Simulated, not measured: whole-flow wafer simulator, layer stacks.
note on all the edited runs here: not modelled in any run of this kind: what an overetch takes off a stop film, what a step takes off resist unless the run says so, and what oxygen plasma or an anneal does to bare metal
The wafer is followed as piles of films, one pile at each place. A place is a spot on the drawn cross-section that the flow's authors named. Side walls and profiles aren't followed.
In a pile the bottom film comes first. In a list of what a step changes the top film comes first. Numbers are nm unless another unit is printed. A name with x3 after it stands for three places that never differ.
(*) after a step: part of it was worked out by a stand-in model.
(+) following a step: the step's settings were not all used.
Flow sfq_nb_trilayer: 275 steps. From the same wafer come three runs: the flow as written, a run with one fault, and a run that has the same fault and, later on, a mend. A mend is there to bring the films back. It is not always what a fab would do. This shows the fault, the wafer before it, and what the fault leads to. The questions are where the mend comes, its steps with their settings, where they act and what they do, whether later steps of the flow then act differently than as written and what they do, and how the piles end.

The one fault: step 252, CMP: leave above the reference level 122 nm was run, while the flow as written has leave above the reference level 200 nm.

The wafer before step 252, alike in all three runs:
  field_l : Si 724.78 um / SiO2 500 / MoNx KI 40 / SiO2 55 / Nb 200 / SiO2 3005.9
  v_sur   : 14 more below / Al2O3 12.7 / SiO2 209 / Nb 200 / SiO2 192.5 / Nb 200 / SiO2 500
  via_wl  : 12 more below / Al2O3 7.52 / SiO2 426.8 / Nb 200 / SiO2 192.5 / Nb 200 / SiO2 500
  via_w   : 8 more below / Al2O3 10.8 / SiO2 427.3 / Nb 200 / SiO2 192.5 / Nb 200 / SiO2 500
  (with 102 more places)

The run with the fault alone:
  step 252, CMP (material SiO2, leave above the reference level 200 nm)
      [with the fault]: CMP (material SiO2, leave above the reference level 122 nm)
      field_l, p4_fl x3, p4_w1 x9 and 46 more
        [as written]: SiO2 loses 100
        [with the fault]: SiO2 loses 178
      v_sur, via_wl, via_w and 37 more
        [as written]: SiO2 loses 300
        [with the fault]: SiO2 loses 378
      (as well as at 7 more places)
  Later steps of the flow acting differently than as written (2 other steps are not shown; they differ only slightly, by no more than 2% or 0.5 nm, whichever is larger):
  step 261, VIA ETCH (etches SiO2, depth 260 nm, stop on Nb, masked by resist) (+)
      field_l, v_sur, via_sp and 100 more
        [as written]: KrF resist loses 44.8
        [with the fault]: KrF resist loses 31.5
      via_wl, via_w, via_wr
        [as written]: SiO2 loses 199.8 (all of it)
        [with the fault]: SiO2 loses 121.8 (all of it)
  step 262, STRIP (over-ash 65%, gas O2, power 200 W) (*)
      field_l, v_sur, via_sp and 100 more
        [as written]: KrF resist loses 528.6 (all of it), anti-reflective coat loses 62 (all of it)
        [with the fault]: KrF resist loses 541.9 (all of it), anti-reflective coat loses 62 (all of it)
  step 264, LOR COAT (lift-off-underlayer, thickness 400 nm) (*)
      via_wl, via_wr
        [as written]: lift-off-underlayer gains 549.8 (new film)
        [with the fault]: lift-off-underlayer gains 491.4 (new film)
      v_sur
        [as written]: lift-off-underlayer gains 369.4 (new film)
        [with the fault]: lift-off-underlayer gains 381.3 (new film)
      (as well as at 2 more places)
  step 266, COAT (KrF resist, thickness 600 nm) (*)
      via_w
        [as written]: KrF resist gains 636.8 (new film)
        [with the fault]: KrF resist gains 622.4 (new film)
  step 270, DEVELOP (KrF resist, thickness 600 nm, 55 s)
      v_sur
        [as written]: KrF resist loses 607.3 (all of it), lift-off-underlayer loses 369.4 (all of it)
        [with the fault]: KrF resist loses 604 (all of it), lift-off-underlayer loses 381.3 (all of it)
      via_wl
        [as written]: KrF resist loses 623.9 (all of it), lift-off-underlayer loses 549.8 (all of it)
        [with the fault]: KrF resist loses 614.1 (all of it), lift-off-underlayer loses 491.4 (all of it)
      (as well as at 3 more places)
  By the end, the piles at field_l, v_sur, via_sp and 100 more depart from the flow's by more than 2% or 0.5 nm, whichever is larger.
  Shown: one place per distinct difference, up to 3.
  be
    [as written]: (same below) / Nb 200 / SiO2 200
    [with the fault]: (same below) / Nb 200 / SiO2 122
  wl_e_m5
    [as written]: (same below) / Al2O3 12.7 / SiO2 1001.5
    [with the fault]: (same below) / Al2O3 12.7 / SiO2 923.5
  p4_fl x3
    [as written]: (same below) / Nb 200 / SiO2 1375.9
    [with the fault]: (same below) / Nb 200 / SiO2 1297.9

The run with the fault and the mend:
  The mend stands after step 259.
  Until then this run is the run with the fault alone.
  step 259a, STRIP (over-ash 65%, gas O2, power 200 W) (*)
      field_l, v_sur, via_sp and 100 more
        KrF resist loses 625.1 (all of it), anti-reflective coat loses 62 (all of it)
      via_wl, via_w, via_wr
        anti-reflective coat loses 62 (all of it)
  step 259b, PECVD (material SiO2, thickness 78 nm, 150 C, 17.33 s, RF power 183.3 W, pressure 2.4 Torr, precursor SiH4/N2O) (a further turn of the flow's step 251, with different settings)
      field_l, v_sur, via_wl and 103 more
        SiO2 gains 78
  step 259c, COAT (anti-reflective coat, thickness 62 nm) (a further turn of the flow's step 254)
      field_l, v_sur, via_wl and 103 more
        anti-reflective coat gains 62 (new film)
  step 259d, COAT (KrF resist, thickness 650 nm) (a further turn of the flow's step 255)
      field_l, v_sur, via_wl and 103 more
        KrF resist gains 650 (new film)
  step 259e, SOFTBAKE (KrF resist) (a further turn of the flow's step 256)
      does not change any film at any place that is followed
  step 259f, EXPOSE (photomask I7, dose 11.93 mJ/cm2, NA 0.6, wavelength 248 nm) (*) (a further turn of the flow's step 257)
      does not change any film at any place that is followed
  step 259g, PEB (KrF resist, 90 s) (a further turn of the flow's step 258)
      field_l, v_sur, via_wl and 103 more
        KrF resist loses 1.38
  step 259h, DEVELOP (KrF resist, thickness 650 nm, 60 s) (a further turn of the flow's step 259)
      field_l, v_sur, via_sp and 100 more
        KrF resist loses 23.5
      via_wl, via_w, via_wr
        KrF resist loses 648.6 (all of it)
  None of the later steps of the flow acts differently than as written at any place that is followed.
  By the end, the piles equal the flow's at every place that both follow.
